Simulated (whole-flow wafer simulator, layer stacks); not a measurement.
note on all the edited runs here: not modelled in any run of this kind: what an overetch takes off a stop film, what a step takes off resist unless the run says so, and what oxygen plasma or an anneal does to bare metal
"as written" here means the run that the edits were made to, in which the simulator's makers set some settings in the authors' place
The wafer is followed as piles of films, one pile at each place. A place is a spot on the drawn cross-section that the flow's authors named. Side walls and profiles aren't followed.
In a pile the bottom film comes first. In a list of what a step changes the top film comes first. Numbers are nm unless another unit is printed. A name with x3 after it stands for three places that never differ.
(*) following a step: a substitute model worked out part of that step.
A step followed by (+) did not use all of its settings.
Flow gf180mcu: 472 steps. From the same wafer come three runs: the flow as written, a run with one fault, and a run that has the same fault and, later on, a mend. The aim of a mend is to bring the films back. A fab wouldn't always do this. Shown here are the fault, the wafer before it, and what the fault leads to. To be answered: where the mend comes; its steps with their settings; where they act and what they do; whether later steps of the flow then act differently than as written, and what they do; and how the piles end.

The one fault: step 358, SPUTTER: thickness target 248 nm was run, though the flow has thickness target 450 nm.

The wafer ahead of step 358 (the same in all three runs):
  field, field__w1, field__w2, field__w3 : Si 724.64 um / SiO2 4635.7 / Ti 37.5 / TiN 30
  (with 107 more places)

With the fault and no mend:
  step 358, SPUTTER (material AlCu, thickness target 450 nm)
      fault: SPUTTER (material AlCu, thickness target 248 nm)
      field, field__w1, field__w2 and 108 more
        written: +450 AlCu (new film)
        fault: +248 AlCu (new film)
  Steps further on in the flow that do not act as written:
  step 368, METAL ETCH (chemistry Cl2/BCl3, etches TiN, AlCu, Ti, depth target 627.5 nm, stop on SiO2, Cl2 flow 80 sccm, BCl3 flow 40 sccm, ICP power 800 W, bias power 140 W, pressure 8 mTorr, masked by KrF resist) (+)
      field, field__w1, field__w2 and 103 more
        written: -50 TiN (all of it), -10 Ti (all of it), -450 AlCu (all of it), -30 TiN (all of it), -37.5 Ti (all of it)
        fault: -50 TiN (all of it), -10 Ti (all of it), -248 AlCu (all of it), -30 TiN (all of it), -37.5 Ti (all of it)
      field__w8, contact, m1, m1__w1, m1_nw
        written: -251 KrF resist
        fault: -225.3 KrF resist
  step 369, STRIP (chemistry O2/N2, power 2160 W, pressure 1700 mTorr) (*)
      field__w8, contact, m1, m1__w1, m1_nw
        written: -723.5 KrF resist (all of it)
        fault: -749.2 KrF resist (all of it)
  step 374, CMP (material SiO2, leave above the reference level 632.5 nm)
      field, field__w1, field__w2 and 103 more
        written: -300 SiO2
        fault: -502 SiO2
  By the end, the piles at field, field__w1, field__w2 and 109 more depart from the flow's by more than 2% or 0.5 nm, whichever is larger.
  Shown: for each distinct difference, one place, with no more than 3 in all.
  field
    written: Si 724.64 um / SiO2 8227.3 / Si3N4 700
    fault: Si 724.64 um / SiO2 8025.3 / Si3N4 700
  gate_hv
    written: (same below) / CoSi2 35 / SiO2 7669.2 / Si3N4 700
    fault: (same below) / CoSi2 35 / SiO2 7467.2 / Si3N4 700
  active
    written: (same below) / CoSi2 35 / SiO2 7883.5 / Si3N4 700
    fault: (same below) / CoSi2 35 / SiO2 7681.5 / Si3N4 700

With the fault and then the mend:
  The mend follows step 358.
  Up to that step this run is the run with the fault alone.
  step 358a, SPUTTER (material AlCu, thickness target 202 nm) (a further turn of the flow's step 358, with different settings)
      field, field__w1, field__w2 and 108 more
        +202 AlCu
  Later steps of the flow that are run all act as written at every place that is followed.
  By the end, the piles equal the flow's at every place that both follow.
